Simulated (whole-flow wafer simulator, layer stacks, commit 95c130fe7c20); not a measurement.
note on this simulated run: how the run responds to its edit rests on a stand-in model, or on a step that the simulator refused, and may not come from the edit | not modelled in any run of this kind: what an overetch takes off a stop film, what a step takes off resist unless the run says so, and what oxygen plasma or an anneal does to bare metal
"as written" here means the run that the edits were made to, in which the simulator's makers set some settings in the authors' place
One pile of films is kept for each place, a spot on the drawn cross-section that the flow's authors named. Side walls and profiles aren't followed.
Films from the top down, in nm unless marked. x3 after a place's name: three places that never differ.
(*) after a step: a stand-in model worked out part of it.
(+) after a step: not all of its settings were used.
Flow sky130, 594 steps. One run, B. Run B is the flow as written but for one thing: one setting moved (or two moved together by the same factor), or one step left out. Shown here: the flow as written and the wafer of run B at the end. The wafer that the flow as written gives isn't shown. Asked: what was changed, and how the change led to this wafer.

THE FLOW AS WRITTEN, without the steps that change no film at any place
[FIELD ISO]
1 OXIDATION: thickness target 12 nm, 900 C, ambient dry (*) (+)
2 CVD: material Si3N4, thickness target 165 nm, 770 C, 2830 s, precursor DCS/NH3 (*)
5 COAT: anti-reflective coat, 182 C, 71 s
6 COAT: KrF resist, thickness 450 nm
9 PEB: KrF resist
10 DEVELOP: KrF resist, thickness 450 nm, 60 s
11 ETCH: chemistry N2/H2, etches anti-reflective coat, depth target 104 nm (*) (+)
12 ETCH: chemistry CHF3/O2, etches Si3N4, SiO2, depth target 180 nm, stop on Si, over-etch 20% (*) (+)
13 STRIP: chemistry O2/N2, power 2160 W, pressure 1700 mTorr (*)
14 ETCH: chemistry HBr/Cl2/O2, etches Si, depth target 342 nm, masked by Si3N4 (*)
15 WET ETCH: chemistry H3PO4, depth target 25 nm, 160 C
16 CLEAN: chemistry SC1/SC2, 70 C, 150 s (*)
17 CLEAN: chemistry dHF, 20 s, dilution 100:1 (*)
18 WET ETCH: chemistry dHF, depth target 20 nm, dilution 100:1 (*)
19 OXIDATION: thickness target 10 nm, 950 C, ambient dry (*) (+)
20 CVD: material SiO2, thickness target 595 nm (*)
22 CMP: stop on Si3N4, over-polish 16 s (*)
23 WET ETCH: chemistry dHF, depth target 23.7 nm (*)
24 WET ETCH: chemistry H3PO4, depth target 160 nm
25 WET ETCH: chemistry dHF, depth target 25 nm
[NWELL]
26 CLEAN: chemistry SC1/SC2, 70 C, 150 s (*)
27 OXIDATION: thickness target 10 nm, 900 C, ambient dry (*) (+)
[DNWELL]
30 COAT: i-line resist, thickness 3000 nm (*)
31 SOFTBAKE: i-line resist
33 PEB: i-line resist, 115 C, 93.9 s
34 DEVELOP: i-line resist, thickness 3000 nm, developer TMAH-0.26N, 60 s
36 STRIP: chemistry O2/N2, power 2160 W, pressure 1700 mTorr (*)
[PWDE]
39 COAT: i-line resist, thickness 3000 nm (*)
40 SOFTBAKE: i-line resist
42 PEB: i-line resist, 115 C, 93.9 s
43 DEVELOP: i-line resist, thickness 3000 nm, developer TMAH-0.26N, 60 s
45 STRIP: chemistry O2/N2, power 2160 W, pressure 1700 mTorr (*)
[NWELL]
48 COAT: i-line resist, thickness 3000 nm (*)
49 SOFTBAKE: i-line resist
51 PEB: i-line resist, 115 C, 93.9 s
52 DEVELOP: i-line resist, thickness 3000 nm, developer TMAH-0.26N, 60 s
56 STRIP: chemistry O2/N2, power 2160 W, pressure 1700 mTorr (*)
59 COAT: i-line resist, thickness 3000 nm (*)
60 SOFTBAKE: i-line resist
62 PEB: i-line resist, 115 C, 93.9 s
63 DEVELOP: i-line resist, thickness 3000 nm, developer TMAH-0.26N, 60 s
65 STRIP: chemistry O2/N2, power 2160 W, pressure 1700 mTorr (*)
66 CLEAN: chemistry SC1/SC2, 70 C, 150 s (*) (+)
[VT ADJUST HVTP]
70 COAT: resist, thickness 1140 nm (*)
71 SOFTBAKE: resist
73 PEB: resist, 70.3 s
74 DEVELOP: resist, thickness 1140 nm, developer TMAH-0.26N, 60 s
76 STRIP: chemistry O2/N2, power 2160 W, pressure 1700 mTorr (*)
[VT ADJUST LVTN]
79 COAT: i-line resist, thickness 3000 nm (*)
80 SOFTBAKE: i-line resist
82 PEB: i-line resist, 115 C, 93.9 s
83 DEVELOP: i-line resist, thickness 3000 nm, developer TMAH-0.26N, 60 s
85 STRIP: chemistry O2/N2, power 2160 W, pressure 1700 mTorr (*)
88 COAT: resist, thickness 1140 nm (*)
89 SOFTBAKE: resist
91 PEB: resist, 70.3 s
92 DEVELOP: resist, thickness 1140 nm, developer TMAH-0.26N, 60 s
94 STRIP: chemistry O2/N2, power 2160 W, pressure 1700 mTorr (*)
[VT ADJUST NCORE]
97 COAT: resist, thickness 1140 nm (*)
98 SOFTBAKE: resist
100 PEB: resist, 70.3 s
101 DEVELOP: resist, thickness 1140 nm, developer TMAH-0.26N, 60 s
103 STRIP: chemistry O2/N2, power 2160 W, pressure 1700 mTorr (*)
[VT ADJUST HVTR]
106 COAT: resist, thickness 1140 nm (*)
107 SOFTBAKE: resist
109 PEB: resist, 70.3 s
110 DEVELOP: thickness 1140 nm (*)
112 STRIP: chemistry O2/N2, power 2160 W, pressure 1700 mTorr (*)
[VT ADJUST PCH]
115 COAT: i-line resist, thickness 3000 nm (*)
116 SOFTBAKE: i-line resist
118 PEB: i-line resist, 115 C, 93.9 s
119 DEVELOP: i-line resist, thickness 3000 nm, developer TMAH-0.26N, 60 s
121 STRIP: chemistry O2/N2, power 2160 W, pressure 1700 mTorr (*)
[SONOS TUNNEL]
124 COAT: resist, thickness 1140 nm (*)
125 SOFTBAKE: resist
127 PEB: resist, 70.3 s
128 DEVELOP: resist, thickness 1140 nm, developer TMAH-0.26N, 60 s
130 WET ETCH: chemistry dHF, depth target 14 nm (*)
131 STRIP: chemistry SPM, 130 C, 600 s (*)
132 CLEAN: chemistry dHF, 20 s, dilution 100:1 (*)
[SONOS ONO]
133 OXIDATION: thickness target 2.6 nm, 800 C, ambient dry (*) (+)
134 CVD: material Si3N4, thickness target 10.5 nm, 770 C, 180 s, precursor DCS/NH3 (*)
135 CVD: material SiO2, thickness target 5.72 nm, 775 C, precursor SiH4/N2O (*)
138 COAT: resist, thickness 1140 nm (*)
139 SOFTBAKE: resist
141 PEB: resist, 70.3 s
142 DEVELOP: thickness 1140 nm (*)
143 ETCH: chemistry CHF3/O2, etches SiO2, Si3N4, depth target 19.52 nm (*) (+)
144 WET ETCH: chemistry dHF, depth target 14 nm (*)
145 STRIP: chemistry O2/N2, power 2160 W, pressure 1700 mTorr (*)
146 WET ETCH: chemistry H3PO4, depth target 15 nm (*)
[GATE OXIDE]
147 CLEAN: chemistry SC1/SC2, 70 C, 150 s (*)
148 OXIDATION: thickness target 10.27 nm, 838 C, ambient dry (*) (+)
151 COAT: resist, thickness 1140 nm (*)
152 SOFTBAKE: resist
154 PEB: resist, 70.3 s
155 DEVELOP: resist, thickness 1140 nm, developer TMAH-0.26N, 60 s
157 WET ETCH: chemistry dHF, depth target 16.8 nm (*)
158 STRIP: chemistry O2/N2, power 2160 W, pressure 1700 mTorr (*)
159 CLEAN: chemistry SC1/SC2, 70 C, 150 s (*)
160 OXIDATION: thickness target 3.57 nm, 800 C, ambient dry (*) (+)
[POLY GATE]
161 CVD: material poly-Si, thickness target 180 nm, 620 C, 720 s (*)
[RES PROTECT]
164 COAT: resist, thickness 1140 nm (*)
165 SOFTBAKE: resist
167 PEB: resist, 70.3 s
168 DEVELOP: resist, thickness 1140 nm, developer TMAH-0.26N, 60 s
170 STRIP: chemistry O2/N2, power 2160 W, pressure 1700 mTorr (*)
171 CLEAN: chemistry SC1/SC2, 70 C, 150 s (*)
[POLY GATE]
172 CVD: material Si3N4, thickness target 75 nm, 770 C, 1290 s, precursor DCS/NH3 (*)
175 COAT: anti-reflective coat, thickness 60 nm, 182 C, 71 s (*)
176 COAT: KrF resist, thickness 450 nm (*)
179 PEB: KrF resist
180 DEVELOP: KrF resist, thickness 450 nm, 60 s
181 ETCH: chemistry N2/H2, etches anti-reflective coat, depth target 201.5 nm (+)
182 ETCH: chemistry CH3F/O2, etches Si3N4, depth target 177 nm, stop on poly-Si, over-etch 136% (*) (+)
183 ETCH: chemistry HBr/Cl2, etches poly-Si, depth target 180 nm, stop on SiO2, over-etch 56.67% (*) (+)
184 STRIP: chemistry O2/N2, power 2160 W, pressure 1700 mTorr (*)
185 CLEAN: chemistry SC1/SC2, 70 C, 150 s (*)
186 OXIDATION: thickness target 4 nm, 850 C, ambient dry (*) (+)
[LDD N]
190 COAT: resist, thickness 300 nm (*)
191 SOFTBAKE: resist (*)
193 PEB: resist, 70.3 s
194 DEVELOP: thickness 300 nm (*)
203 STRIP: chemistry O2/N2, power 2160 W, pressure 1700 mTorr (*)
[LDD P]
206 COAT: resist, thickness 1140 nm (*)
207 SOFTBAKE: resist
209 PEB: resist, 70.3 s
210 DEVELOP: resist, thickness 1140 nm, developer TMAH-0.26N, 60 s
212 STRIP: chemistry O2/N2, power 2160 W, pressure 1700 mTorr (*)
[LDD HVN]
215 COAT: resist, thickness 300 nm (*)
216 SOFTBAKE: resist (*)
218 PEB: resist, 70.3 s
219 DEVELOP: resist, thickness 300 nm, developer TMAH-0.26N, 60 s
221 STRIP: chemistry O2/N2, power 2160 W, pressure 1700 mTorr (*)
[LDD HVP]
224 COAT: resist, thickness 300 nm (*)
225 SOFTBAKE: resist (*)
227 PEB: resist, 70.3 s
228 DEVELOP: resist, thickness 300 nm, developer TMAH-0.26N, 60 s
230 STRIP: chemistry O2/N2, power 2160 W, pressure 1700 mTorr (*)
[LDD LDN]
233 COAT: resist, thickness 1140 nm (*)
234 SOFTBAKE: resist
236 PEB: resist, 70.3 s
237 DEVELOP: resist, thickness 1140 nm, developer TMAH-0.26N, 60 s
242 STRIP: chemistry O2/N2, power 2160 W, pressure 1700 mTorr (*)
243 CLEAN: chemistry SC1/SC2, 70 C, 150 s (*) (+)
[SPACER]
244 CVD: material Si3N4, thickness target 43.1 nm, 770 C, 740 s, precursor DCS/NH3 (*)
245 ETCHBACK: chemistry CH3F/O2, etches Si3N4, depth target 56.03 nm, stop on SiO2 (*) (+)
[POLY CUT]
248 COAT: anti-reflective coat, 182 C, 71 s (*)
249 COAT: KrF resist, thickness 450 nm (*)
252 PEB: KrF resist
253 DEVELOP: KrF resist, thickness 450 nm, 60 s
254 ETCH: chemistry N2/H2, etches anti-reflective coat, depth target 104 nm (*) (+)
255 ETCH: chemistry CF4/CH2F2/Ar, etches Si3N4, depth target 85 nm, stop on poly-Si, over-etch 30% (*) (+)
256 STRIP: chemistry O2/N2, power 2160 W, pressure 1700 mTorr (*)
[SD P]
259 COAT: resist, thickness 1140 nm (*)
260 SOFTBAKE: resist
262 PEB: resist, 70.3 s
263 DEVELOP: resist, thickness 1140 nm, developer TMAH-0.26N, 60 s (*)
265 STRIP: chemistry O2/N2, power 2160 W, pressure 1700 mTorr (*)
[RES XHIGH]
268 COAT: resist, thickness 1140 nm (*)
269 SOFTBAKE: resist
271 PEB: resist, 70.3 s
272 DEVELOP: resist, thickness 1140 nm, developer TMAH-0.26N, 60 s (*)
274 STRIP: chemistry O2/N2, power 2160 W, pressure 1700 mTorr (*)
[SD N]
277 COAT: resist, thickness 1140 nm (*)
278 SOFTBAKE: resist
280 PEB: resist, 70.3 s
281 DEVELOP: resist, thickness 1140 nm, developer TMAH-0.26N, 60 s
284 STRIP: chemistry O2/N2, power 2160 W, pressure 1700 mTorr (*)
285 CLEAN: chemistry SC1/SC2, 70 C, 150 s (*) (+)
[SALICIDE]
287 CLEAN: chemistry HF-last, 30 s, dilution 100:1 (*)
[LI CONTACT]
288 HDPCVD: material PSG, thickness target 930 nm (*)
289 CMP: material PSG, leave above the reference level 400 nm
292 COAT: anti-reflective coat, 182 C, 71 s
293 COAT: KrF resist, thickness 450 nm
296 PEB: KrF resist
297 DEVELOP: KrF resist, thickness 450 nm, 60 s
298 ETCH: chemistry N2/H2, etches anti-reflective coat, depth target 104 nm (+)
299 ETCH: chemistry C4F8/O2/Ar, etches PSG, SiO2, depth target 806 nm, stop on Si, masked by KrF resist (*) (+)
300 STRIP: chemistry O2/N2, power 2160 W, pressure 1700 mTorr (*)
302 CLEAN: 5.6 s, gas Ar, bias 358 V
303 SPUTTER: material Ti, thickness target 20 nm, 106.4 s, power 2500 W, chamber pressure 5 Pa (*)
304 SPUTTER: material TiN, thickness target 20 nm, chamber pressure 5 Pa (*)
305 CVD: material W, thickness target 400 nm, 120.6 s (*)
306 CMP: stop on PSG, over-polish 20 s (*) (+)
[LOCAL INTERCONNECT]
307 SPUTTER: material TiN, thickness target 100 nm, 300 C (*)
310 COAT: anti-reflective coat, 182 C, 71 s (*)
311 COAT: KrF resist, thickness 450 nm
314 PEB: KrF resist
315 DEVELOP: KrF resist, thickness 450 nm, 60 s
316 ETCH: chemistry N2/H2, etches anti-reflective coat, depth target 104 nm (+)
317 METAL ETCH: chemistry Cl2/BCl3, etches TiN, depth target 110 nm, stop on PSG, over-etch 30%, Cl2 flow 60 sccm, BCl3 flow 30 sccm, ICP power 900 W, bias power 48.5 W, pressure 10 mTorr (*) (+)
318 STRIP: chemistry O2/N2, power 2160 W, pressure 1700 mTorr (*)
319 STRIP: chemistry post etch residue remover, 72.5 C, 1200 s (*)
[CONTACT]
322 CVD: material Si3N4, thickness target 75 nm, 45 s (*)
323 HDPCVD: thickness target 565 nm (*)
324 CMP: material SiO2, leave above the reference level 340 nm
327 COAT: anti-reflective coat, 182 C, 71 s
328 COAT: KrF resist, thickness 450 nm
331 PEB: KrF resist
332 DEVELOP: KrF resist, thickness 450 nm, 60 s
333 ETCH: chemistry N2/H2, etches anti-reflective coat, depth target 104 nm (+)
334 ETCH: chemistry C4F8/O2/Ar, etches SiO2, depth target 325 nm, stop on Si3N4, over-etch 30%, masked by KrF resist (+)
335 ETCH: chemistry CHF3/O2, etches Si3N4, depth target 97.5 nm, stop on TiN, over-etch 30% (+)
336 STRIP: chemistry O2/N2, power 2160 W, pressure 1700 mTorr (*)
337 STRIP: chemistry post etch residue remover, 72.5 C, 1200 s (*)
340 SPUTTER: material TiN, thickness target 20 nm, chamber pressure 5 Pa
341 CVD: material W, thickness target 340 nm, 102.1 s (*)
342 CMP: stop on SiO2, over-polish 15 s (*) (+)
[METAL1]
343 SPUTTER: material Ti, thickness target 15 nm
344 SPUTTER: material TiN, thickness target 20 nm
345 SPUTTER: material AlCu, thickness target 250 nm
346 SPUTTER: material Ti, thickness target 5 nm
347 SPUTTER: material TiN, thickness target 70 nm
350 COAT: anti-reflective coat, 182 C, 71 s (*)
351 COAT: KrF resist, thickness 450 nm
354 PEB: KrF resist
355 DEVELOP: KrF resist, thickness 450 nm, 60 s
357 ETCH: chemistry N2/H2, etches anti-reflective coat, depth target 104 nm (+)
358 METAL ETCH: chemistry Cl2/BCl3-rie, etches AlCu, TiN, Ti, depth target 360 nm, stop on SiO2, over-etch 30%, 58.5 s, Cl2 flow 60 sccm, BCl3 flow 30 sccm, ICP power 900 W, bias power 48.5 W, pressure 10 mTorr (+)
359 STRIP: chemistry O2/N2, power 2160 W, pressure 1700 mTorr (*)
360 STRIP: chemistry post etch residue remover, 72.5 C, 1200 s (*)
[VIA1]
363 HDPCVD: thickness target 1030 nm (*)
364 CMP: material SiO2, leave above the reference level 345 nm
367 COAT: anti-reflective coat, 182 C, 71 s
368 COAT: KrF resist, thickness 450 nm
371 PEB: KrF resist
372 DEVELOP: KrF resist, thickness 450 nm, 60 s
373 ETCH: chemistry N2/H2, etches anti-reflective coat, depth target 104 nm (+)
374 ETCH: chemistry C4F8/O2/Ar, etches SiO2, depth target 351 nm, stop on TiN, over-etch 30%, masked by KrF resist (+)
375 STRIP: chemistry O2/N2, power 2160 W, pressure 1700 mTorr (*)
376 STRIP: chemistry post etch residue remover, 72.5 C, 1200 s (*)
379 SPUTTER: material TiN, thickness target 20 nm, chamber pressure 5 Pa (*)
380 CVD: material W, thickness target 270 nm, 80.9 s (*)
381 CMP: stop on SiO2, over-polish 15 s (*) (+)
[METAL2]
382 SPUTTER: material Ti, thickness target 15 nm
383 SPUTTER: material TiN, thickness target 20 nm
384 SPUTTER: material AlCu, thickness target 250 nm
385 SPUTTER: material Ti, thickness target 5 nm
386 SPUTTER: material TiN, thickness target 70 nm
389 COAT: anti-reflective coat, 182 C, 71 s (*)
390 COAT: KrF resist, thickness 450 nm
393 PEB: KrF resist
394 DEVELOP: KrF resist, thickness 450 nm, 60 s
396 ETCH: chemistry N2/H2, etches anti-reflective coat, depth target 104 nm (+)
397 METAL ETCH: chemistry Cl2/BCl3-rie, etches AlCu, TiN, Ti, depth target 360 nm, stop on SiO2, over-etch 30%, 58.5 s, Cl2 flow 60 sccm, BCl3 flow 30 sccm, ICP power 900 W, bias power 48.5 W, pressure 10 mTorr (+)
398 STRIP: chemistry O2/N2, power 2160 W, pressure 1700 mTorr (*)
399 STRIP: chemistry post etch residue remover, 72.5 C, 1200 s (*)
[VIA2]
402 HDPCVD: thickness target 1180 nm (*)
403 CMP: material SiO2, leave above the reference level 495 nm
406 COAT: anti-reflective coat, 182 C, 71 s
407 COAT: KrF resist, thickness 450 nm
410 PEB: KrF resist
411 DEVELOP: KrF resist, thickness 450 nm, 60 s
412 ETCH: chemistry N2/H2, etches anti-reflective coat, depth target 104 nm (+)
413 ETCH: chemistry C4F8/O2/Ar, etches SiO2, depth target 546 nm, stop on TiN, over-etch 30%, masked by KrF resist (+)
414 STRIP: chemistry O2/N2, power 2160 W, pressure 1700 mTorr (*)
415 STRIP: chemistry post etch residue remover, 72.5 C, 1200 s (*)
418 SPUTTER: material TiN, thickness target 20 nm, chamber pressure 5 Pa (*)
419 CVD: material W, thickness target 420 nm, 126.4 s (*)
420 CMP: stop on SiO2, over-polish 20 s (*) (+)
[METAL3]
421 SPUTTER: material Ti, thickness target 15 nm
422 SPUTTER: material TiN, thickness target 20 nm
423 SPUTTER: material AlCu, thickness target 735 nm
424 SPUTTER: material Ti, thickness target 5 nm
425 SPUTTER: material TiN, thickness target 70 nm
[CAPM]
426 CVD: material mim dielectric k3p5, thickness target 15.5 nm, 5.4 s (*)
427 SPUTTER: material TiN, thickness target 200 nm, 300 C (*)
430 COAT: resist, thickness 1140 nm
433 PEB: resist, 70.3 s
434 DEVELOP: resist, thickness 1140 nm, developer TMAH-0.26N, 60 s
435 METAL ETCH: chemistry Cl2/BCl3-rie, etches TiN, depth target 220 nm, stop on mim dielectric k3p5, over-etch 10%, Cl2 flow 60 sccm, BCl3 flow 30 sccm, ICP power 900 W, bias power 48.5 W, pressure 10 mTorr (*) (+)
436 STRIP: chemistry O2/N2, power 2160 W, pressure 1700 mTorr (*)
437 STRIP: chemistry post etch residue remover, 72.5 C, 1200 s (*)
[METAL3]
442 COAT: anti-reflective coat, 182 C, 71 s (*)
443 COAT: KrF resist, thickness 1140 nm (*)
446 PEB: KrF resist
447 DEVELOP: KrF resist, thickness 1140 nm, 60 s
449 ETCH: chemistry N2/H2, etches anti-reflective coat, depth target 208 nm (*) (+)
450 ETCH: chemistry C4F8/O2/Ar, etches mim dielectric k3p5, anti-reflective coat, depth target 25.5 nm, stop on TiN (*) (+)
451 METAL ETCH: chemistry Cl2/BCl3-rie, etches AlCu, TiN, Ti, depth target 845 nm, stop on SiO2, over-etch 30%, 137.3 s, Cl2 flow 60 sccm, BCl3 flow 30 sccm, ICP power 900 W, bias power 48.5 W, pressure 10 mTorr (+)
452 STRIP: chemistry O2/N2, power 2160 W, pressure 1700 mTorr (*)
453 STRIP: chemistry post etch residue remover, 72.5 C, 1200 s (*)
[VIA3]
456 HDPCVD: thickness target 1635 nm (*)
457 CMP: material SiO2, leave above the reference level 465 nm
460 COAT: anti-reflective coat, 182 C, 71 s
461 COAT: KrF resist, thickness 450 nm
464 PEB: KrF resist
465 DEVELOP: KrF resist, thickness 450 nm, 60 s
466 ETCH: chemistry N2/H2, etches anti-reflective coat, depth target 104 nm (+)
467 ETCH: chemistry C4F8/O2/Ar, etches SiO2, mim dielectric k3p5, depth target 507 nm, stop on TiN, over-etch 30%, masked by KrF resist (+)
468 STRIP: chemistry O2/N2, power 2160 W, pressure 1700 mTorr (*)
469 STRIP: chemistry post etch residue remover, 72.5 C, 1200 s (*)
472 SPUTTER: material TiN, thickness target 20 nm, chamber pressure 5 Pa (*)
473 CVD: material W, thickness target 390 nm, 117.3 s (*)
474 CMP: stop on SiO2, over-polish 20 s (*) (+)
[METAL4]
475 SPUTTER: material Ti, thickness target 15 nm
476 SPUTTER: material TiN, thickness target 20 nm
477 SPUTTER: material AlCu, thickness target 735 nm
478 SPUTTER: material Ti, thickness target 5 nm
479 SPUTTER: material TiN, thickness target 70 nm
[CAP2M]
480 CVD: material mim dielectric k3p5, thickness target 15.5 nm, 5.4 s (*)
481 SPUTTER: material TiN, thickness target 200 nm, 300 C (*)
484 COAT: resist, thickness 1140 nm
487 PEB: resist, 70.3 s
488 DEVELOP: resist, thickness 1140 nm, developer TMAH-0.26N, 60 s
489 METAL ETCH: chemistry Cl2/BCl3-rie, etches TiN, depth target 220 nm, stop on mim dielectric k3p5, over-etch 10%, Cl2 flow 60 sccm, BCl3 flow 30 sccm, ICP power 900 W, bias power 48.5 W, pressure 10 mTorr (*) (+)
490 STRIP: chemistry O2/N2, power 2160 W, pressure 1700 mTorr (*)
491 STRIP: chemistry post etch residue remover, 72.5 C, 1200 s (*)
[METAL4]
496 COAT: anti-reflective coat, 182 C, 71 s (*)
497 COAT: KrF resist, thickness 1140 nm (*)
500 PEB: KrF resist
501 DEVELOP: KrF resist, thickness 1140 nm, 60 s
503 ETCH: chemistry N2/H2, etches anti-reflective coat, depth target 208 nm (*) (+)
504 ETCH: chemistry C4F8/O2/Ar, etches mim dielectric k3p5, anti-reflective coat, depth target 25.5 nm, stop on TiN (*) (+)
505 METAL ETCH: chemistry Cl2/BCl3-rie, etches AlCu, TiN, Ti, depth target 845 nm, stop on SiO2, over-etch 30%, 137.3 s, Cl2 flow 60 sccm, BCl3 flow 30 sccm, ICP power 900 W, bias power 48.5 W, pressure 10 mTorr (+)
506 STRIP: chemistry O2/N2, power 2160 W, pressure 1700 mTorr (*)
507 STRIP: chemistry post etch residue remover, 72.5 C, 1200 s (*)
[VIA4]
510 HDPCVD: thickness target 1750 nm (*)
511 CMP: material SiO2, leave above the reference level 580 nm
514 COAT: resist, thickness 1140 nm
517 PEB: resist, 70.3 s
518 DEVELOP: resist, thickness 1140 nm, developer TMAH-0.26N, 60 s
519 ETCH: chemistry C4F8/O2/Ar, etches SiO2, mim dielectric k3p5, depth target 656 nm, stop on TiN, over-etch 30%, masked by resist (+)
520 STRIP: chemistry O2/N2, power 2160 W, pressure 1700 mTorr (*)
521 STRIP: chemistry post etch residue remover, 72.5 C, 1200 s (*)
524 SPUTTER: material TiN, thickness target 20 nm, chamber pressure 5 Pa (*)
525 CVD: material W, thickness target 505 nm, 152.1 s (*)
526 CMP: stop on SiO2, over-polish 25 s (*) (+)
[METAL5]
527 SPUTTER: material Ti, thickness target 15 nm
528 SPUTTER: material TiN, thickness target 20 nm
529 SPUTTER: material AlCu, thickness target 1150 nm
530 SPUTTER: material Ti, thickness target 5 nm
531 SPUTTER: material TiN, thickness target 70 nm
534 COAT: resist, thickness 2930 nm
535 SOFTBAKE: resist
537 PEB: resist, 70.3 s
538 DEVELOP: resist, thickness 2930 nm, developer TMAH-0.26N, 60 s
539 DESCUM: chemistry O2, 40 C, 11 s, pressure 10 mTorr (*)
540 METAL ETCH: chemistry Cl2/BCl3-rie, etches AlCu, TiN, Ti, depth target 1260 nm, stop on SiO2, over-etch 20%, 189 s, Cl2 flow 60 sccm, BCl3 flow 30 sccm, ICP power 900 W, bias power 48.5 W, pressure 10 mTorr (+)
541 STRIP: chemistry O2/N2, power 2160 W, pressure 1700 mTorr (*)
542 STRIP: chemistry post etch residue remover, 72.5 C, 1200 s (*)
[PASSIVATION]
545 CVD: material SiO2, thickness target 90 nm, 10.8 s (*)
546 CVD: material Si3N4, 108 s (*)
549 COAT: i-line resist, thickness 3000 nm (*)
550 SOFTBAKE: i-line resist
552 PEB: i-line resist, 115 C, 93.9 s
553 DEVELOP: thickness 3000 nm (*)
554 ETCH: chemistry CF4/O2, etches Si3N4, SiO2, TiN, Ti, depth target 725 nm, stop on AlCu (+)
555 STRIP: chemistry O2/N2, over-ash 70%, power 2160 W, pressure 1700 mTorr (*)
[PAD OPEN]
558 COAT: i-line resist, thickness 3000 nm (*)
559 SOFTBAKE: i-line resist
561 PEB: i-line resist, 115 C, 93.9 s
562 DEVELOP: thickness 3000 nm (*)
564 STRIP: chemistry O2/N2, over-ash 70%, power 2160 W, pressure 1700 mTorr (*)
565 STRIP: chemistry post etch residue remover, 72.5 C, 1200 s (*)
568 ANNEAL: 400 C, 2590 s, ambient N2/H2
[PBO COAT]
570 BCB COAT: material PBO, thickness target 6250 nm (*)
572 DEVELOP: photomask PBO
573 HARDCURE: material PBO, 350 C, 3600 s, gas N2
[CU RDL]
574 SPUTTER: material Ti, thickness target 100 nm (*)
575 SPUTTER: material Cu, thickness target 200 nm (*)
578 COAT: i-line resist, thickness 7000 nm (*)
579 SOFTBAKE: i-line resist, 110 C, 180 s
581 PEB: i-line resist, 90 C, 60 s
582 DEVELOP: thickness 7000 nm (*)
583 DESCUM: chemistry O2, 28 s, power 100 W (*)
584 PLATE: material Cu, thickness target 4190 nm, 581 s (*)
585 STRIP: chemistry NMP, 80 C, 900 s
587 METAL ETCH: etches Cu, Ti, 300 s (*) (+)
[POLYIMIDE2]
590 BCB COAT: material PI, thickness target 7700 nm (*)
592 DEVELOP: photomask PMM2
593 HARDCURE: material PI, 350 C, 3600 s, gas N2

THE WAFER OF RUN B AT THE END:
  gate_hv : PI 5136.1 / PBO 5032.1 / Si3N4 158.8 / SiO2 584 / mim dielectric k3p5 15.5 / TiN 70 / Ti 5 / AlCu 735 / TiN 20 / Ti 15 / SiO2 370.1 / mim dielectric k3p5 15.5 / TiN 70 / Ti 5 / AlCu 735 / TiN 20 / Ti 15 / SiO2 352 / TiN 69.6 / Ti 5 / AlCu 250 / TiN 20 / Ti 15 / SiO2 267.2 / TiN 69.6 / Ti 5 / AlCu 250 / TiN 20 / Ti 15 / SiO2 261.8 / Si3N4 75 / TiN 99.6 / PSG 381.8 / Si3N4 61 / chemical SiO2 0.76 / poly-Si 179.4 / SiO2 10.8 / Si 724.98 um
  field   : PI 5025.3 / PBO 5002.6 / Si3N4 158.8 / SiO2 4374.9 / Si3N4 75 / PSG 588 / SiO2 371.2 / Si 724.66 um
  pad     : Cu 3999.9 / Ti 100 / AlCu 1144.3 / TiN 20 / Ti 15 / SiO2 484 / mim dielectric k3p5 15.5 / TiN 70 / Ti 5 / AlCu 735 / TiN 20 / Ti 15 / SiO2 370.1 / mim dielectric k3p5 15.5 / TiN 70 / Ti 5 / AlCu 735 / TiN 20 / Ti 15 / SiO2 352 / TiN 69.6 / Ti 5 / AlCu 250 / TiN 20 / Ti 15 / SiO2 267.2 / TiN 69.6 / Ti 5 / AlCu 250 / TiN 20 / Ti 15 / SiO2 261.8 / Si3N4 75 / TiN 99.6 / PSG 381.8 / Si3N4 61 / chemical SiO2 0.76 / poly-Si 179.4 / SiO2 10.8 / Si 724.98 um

The cause: step 403, CMP: leave above the reference level 431 nm was run, where the flow has leave above the reference level 495 nm.

How the change led to this, step by step:
  403 CMP: material SiO2, leave above the reference level 495 nm
      n_well, p_well, gate_hv and 101 more: SiO2 -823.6 (as written it would be: SiO2 -759.6)
      field, active, gate and 82 more: SiO2 -453.1 (as written it would be: SiO2 -389.1)
      (and at 2 more places)
  413 ETCH: chemistry C4F8/O2/Ar, etches SiO2, depth target 546 nm, stop on TiN, over-etch 30%, masked by KrF resist (+)
      field, active, n_well and 186 more: KrF resist -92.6 (as written it would be: KrF resist -109.2)
      m1: SiO2 -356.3 (all of it) (as written it would be: SiO2 -420.3 (all of it))
      (and at 1 more place)
  414 STRIP: chemistry O2/N2, power 2160 W, pressure 1700 mTorr (*)
      field, active, n_well and 186 more: KrF resist -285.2 (all of it), anti-reflective coat -80 (all of it) (as written it would be: KrF resist -268.6 (all of it), anti-reflective coat -80 (all of it))
  418 SPUTTER: material TiN, thickness target 20 nm, chamber pressure 5 Pa (*)
      m1, via2_hole: TiN +11 (as written it would be: TiN +10.2)
  419 CVD: material W, thickness target 420 nm, 126.4 s (*)
      m1: W +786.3 (new film) (as written it would be: W +851.1 (new film))
      via2_hole: W +785.8 (new film) (as written it would be: W +850.7 (new film))
